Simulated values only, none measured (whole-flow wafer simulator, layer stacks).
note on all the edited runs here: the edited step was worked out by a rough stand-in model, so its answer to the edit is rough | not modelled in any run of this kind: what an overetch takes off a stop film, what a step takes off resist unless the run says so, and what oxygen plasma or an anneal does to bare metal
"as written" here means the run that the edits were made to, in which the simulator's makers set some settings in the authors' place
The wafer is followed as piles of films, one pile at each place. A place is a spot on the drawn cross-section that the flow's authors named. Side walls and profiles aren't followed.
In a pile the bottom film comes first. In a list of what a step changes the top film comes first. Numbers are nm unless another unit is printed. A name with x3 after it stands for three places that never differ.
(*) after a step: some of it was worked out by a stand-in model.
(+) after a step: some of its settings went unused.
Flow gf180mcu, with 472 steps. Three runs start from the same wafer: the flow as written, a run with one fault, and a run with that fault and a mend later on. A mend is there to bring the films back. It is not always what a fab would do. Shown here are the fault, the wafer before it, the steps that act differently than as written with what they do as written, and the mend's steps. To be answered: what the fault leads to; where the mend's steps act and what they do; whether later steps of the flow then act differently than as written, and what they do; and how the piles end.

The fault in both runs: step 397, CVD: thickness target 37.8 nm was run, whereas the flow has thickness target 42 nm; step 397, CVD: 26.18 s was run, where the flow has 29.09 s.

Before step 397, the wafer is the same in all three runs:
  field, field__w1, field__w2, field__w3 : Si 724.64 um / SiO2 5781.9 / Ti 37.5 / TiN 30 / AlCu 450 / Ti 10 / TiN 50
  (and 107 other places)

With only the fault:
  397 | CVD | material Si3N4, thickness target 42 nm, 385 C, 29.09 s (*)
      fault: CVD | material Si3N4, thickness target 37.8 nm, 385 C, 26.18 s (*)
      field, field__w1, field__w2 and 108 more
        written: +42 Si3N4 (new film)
        fault: +37.8 Si3N4 (new film)
  Steps further on in the flow that do not act as written (not shown: 6 more steps that differ only slightly, by at most 2% or 0.5 nm, whichever is larger):
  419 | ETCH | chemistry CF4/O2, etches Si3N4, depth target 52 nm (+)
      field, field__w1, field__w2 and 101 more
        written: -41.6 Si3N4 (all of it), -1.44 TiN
        fault: -37.4 Si3N4 (all of it), -2.02 TiN
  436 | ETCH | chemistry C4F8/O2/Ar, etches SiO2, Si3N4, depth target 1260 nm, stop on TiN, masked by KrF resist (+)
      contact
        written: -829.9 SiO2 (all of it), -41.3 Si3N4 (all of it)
        fault: -829.9 SiO2 (all of it), -37.1 Si3N4 (all of it)
  By the end, the piles at field__w4, field__w8, m1, m1__w1, mim, mim_1p0, m1_nw depart from the flow's by more than 2% or 0.5 nm, whichever is larger.
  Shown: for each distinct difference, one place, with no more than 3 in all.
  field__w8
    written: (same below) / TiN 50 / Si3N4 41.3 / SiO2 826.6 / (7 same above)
    fault: (same below) / TiN 50 / Si3N4 37.1 / SiO2 826.6 / (7 same above)
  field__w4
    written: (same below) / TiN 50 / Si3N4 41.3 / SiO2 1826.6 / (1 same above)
    fault: (same below) / TiN 50 / Si3N4 37.1 / SiO2 1826.6 / (1 same above)
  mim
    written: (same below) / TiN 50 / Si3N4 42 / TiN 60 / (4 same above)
    fault: (same below) / TiN 50 / Si3N4 37.8 / TiN 60 / (4 same above)

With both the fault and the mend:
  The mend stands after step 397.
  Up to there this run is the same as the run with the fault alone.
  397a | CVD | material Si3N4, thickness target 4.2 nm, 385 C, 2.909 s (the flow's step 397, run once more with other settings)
      field, field__w1, field__w2 and 108 more
        +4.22 Si3N4
  Later steps of the flow that are run all act as written at every place that is followed, up to a difference of at most 2% or 0.5 nm, whichever is larger.
  At the end the piles are close to the flow's at the places that both follow, differing by at most 2% or 0.5 nm, whichever is larger.
